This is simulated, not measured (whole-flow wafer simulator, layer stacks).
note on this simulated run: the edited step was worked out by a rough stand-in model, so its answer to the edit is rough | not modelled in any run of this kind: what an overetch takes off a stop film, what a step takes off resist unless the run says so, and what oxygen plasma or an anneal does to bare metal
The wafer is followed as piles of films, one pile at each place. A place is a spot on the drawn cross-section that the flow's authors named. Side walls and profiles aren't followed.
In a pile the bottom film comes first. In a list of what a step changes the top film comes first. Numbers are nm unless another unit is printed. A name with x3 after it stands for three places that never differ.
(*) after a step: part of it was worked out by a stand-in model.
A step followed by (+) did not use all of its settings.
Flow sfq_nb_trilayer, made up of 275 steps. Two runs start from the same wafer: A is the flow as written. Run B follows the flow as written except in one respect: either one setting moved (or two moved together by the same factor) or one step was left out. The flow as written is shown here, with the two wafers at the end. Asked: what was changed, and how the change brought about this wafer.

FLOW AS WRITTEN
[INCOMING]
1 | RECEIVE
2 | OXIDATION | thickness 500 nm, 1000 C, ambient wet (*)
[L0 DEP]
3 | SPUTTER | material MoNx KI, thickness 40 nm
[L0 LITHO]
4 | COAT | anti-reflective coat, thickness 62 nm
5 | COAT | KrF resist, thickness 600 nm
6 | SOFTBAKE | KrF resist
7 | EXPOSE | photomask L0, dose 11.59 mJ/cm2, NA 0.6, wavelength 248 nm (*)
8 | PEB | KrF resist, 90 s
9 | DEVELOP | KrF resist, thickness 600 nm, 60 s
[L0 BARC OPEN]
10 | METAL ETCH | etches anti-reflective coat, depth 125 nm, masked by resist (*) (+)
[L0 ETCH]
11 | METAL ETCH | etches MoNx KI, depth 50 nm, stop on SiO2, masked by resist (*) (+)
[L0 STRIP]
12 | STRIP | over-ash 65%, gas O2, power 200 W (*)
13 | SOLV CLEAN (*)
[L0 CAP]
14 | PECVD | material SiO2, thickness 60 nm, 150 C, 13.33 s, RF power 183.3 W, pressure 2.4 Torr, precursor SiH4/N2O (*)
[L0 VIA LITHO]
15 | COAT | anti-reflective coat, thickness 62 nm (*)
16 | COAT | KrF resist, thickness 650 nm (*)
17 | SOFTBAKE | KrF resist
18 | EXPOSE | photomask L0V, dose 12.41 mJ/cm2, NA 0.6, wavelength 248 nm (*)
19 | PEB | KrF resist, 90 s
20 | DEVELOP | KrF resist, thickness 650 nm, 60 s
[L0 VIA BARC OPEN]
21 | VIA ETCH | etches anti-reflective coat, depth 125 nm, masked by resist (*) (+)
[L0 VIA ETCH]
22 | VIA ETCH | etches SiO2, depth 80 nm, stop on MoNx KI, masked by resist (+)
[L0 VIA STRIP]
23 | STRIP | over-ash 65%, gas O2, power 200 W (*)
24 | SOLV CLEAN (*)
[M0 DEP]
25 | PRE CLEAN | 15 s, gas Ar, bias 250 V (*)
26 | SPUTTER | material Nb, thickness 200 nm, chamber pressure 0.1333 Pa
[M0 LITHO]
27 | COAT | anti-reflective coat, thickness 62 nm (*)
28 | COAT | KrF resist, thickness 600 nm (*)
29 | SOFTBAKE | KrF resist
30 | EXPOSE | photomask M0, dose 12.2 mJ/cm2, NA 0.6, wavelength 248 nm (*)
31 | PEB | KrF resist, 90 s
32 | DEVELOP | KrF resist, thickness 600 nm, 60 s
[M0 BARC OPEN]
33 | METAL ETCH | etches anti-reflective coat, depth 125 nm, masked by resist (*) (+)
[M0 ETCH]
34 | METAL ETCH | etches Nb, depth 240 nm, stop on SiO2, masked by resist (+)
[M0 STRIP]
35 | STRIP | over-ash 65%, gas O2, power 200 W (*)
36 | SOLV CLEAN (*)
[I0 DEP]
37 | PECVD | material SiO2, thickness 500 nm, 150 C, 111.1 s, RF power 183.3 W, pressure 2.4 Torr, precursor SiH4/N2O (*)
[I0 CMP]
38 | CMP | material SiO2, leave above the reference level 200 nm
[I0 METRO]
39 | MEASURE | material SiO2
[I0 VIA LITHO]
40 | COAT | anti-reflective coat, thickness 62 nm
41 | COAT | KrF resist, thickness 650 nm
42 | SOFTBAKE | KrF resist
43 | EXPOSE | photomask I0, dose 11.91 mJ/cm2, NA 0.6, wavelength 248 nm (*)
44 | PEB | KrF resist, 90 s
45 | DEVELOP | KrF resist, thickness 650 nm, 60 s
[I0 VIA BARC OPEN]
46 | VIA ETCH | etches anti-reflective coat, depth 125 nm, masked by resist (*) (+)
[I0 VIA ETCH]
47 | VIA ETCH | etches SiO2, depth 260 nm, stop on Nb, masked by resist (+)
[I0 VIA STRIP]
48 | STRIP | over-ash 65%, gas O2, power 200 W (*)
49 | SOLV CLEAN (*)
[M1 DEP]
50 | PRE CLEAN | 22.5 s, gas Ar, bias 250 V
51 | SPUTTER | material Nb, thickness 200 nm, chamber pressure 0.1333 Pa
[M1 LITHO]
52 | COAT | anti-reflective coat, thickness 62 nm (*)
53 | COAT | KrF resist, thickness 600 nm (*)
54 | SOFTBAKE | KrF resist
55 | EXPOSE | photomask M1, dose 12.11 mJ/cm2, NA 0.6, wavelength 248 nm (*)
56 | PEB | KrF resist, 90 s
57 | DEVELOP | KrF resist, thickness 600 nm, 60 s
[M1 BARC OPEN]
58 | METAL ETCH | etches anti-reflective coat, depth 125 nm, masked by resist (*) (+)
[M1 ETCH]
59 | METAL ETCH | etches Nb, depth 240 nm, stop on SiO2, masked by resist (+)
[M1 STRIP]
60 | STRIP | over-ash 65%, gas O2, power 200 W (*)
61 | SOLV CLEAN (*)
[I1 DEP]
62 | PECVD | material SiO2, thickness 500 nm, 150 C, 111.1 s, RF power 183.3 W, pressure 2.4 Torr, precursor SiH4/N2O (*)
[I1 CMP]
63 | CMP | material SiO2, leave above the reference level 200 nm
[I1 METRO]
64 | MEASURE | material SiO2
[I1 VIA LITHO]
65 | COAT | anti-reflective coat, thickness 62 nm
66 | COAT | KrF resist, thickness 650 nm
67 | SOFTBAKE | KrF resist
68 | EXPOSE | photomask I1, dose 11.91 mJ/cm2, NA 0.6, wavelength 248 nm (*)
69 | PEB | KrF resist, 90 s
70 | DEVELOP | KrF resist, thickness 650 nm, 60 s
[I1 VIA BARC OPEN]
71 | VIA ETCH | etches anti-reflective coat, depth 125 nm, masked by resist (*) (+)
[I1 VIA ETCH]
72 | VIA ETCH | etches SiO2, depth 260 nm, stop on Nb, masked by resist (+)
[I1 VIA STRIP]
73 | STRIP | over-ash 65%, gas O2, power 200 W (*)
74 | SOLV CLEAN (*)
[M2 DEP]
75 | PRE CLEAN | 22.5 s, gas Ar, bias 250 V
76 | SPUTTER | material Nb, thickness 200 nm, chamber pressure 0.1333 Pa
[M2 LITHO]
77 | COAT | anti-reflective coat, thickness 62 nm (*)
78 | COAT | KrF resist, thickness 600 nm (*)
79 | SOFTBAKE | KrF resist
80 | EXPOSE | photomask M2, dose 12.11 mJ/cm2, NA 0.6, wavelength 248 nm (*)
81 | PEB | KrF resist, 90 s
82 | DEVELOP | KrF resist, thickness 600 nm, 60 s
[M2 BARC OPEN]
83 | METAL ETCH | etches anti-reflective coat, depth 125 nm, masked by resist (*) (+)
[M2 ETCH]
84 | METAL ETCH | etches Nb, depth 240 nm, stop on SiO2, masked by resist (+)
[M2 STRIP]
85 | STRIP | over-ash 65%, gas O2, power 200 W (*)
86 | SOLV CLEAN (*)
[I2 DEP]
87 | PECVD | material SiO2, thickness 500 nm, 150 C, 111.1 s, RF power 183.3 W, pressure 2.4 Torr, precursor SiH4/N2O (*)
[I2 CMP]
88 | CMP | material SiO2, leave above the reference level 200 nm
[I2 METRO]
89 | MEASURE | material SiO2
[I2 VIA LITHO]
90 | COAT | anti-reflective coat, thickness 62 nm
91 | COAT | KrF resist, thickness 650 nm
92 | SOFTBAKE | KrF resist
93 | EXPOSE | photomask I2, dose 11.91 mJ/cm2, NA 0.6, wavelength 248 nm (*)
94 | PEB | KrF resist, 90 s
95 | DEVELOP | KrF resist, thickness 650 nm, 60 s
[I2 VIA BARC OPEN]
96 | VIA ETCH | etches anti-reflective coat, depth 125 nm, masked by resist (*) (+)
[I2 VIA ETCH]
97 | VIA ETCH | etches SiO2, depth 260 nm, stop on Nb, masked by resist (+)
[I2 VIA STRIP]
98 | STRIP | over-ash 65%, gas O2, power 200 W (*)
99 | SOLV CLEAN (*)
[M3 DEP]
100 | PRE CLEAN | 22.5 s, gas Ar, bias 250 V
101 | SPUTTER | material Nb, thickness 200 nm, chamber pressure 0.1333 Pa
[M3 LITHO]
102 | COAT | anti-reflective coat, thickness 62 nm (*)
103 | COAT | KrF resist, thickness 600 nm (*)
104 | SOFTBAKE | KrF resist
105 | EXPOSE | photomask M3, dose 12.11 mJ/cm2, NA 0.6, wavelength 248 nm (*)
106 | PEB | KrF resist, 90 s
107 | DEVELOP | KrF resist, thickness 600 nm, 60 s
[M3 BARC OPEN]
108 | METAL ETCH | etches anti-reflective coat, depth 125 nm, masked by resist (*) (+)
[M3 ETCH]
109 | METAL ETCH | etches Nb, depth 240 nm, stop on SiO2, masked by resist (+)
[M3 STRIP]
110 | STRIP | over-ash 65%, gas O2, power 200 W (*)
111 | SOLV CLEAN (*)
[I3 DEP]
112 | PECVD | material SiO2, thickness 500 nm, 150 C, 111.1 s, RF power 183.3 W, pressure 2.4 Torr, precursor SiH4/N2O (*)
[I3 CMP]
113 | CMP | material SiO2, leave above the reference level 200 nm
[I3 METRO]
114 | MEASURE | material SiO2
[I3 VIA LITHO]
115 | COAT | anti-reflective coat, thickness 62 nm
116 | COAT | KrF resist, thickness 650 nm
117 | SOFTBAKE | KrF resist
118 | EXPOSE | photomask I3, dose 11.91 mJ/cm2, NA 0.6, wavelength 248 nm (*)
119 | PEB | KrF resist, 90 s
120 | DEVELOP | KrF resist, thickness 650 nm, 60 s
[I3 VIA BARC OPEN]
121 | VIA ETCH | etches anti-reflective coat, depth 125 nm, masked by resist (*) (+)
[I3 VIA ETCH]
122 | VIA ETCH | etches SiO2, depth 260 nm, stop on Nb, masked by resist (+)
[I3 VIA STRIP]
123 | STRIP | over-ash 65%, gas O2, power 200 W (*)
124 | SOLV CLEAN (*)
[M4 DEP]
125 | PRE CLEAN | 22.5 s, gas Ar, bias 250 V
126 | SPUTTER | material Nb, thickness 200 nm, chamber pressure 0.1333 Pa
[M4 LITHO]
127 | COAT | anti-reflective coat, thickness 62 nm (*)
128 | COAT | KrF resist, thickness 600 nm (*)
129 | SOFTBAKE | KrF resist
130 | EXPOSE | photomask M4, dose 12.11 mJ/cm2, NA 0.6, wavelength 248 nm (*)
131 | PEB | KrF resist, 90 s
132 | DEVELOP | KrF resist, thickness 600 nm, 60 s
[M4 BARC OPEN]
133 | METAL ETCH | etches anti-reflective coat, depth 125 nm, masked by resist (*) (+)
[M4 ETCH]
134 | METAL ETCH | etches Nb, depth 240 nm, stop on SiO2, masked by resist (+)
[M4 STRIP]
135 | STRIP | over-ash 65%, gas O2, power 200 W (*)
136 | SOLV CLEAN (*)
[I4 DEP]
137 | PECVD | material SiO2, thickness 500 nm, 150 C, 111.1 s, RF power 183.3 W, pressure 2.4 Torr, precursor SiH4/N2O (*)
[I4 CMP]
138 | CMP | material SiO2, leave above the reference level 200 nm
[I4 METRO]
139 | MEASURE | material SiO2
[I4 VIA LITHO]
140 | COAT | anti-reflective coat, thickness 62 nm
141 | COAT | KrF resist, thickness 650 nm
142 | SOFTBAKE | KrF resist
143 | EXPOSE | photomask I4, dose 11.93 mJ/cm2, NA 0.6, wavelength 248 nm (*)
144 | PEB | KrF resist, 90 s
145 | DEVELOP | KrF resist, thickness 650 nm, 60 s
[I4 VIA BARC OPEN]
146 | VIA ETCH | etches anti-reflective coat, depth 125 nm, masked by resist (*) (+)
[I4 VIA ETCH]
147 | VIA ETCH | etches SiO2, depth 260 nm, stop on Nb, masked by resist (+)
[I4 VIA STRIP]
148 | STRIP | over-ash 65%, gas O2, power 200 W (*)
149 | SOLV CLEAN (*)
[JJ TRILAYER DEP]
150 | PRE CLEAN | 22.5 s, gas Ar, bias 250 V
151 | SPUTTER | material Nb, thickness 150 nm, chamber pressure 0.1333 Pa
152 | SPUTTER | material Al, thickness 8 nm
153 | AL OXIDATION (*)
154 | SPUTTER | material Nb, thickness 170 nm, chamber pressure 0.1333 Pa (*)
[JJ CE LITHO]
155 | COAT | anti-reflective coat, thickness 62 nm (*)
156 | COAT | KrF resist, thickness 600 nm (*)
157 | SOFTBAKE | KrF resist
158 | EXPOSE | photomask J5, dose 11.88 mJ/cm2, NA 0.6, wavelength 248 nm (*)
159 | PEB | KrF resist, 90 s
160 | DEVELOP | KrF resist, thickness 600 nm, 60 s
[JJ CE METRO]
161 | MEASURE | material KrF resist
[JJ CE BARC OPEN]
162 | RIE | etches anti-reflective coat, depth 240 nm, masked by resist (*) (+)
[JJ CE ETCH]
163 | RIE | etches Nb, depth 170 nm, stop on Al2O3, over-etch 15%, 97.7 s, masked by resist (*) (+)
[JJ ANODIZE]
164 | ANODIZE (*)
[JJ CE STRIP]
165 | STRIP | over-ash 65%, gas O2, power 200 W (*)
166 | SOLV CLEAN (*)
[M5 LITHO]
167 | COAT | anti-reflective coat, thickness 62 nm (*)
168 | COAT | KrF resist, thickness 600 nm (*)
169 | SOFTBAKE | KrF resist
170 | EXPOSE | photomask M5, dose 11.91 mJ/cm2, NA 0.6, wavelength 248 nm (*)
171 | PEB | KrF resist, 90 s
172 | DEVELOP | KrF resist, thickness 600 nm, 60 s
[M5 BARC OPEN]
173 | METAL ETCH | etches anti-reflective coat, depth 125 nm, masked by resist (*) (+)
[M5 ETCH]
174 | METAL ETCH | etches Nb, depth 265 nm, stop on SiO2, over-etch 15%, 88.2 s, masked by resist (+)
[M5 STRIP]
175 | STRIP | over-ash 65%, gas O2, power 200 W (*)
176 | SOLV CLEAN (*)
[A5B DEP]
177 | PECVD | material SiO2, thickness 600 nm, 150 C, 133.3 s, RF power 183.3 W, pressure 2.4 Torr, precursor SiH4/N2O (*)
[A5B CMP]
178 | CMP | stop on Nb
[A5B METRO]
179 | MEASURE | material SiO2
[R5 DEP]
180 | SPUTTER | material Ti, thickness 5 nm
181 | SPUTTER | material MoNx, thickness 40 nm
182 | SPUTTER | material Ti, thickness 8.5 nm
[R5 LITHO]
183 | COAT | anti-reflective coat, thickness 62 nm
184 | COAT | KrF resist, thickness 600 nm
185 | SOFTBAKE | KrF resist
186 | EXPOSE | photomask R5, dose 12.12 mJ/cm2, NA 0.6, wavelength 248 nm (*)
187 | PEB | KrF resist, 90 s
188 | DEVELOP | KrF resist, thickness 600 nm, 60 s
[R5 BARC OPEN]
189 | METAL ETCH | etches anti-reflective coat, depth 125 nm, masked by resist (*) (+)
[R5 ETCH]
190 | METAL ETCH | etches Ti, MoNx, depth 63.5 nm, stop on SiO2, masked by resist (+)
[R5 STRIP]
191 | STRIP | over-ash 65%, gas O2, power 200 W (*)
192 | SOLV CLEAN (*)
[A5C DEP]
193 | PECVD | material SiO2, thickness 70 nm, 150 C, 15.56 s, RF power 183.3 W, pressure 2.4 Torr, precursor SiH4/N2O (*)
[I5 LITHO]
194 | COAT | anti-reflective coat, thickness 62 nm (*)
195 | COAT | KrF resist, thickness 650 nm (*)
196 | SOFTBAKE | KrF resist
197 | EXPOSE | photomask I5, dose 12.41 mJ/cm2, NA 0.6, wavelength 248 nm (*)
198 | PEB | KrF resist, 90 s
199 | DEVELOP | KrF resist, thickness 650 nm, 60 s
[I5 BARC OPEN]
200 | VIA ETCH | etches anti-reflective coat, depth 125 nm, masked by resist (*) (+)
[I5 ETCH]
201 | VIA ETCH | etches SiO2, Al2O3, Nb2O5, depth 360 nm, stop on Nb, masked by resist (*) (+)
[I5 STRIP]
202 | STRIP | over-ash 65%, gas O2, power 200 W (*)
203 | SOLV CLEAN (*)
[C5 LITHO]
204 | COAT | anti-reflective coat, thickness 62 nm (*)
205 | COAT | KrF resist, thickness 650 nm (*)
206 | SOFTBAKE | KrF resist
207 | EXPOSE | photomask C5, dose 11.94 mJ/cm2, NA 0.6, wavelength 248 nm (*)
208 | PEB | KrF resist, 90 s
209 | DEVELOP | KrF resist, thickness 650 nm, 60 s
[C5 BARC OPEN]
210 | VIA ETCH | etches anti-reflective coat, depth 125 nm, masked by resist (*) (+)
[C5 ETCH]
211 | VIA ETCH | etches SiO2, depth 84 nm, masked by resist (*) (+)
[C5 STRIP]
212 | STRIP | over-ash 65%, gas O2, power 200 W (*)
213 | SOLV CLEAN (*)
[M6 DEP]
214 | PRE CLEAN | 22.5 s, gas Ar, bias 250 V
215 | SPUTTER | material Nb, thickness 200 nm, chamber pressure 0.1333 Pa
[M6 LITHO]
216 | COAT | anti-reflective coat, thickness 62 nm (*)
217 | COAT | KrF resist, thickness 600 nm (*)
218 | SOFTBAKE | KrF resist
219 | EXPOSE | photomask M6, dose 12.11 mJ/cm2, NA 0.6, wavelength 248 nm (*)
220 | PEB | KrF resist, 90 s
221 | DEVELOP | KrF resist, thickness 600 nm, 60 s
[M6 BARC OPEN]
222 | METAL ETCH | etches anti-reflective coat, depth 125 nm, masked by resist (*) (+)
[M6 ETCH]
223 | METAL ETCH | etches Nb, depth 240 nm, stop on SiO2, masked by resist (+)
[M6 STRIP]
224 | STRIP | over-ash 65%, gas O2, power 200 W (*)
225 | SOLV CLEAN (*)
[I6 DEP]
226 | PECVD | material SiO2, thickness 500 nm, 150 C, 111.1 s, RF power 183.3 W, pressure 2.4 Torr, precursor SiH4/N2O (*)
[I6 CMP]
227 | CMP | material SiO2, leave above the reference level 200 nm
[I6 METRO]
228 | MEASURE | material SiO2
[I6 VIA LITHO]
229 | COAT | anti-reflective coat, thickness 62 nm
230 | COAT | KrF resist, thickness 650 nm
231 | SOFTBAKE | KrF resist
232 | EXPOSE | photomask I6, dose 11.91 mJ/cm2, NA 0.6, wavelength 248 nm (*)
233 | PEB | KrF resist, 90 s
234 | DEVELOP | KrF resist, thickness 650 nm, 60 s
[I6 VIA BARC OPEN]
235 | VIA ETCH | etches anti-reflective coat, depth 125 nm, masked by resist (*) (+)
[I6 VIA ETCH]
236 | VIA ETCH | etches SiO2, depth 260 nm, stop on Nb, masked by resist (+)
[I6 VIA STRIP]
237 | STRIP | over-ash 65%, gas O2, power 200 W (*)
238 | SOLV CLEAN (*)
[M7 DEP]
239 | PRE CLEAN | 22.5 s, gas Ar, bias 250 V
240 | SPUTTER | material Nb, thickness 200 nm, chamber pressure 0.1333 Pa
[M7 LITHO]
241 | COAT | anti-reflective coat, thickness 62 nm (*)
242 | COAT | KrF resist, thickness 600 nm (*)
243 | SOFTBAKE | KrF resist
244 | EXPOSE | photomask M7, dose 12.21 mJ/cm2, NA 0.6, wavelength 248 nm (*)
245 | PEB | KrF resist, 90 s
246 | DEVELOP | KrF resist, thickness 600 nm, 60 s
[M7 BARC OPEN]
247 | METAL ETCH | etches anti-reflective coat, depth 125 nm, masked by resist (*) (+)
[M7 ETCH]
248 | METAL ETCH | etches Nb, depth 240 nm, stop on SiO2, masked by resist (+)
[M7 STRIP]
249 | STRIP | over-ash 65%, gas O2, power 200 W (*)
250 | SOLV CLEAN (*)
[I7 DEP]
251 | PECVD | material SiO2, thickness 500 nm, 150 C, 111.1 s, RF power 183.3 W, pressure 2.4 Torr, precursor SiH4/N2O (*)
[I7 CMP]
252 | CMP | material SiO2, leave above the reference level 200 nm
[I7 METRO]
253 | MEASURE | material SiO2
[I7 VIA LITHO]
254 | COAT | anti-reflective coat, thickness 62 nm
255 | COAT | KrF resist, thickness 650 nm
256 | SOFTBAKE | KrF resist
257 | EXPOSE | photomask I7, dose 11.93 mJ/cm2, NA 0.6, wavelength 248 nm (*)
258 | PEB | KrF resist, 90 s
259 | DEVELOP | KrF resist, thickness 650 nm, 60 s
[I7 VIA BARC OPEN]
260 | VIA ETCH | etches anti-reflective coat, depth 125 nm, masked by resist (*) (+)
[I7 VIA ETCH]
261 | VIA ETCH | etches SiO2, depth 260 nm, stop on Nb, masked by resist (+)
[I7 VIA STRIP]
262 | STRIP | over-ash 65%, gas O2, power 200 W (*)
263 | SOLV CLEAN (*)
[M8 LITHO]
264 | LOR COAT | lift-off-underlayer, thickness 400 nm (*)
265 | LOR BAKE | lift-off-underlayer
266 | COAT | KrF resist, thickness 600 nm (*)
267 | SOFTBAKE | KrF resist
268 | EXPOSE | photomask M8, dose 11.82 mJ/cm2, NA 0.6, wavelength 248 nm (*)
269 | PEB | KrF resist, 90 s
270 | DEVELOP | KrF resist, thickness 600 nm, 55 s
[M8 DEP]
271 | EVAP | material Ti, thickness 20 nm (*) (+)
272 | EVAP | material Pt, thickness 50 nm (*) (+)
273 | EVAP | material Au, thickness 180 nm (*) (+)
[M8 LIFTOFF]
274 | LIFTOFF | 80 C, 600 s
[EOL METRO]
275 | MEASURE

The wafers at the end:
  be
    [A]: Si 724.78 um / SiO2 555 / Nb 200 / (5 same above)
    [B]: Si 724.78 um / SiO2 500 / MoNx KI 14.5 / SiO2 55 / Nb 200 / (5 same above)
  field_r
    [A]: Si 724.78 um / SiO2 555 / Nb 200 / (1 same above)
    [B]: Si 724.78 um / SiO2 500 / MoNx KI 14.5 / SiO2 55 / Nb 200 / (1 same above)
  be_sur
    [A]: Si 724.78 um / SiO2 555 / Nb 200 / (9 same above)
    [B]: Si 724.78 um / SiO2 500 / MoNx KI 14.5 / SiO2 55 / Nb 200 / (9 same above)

Cause: step 11, METAL ETCH: depth 25.5 nm was run, though the flow has depth 50 nm.

How this came from the change, step by step:
  11 | METAL ETCH | etches MoNx KI, depth 50 nm, stop on SiO2, masked by resist (*) (+)
      v_sur, via_wl, via_w and 97 more: A MoNx KI loses 40 (all of it) | B MoNx KI loses 25.5
      field_l, l0_sur, l0v, l0r_line_l, l0r_line_c, l0r_line_r: A KrF resist loses 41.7 | B KrF resist loses 21.2
  12 | STRIP | over-ash 65%, gas O2, power 200 W (*)
      field_l, l0_sur, l0v, l0r_line_l, l0r_line_c, l0r_line_r: A KrF resist loses 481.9 (all of it), anti-reflective coat loses 62 (all of it) | B KrF resist loses 502.3 (all of it), anti-reflective coat loses 62 (all of it)
  14 | PECVD | material SiO2, thickness 60 nm, 150 C, 13.33 s, RF power 183.3 W, pressure 2.4 Torr, precursor SiH4/N2O (*)
      v_sur, via_wl, via_w and 97 more: A SiO2 gains 60 | B SiO2 gains 60 (new film)
  15 | COAT | anti-reflective coat, thickness 62 nm (*)
      field_l: A anti-reflective coat gains 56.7 (new film) | B anti-reflective coat gains 58.4 (new film)
      v_sur: A anti-reflective coat gains 72.2 (new film) | B anti-reflective coat gains 68.6 (new film)
      (as well as at 3 more places)
  23 | STRIP | over-ash 65%, gas O2, power 200 W (*)
      field_l: A KrF resist loses 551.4 (all of it), anti-reflective coat loses 56.7 (all of it) | B KrF resist loses 554.5 (all of it), anti-reflective coat loses 58.4 (all of it)
      v_sur: A KrF resist loses 570.5 (all of it), anti-reflective coat loses 72.2 (all of it) | B KrF resist loses 566.3 (all of it), anti-reflective coat loses 68.6 (all of it)
      (as well as at 3 more places)
  27 | COAT | anti-reflective coat, thickness 62 nm (*)
      field_l: A anti-reflective coat gains 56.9 (new film) | B anti-reflective coat gains 58.6 (new film)
      v_sur: A anti-reflective coat gains 72.3 (new film) | B anti-reflective coat gains 68.5 (new film)
      (as well as at 3 more places)
  35 | STRIP | over-ash 65%, gas O2, power 200 W (*)
      field_l: A KrF resist loses 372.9 (all of it), anti-reflective coat loses 56.9 (all of it) | B KrF resist loses 376.3 (all of it), anti-reflective coat loses 58.6 (all of it)
      v_sur: A KrF resist loses 391.6 (all of it), anti-reflective coat loses 72.3 (all of it) | B KrF resist loses 388.2 (all of it), anti-reflective coat loses 68.5 (all of it)
      (as well as at 3 more places)
  38 | CMP | material SiO2, leave above the reference level 200 nm
      field_l, l0_sur, l0r_line_l, l0r_line_c, l0r_line_r: A SiO2 loses 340 | B SiO2 loses 325.5
      l0v: A SiO2 loses 277.8 | B SiO2 loses 263.3
If metal films that touch count as one body, be has 4 bodies (between them, from the top down: SiO2 503.2; SiO2 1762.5; SiO2 55); the flow as written gives 3 bodies (between them, from the top down: SiO2 503.2; SiO2 1762.5).
If metal films that touch count as one body, field_r has 2 bodies (between them, from the top down: SiO2 55); the flow as written gives 1 body.
If metal films that touch count as one body, be_sur has 5 bodies (between them, from the top down: SiO2 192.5; SiO2 209 / Al2O3 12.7 / Nb2O5 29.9; SiO2 1762.5; SiO2 55); the flow as written gives 4 bodies (between them, from the top down: SiO2 192.5; SiO2 209 / Al2O3 12.7 / Nb2O5 29.9; SiO2 1762.5).
